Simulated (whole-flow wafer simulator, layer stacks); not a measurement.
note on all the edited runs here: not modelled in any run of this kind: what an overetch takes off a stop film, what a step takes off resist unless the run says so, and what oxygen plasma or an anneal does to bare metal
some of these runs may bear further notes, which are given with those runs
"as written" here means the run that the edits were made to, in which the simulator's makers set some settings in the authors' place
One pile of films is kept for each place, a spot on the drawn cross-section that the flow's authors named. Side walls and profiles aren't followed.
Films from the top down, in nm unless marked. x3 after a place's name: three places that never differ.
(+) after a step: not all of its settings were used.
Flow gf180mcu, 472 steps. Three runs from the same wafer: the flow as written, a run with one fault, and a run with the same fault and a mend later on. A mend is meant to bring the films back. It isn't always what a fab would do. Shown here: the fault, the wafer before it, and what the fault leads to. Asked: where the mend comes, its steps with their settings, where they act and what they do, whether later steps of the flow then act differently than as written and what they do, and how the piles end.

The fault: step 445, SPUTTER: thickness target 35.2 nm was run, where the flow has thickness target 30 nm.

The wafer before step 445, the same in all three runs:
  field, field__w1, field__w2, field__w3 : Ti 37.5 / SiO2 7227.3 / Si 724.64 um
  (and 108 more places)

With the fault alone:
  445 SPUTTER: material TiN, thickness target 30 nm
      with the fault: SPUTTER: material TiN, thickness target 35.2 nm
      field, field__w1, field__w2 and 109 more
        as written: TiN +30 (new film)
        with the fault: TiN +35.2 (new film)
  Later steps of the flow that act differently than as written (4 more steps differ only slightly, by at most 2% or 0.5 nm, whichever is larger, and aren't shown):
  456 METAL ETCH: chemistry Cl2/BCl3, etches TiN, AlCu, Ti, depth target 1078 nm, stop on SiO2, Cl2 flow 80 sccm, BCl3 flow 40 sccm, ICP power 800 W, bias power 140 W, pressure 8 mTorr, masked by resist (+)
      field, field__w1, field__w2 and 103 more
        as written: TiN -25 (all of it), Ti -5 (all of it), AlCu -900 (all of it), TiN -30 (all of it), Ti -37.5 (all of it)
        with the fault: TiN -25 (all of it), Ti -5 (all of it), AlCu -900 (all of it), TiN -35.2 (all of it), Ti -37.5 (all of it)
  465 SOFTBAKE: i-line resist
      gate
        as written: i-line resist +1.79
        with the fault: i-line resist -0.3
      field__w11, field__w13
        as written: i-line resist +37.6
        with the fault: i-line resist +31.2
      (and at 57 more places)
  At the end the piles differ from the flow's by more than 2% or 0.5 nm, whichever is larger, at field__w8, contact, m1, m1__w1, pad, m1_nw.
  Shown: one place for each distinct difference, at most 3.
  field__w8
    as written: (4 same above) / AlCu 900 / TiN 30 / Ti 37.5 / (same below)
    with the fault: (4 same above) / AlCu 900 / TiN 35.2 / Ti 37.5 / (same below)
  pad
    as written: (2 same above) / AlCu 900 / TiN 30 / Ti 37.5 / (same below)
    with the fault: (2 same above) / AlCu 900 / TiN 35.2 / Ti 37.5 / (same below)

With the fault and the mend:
  The mend comes after step 445.
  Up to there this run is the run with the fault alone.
  445a METAL ETCH: chemistry Cl2/BCl3, etches TiN, AlCu, Ti, depth target 5.2 nm, Cl2 flow 80 sccm, BCl3 flow 40 sccm, ICP power 800 W, bias power 140 W, pressure 8 mTorr (the flow's step 260 once more, with other settings)
      field, field__w1, field__w2 and 109 more
        TiN -5.2
  No later step of the flow acts differently than as written at any place that is followed.
  At the end the piles are the same as the flow's at every place that both follow.
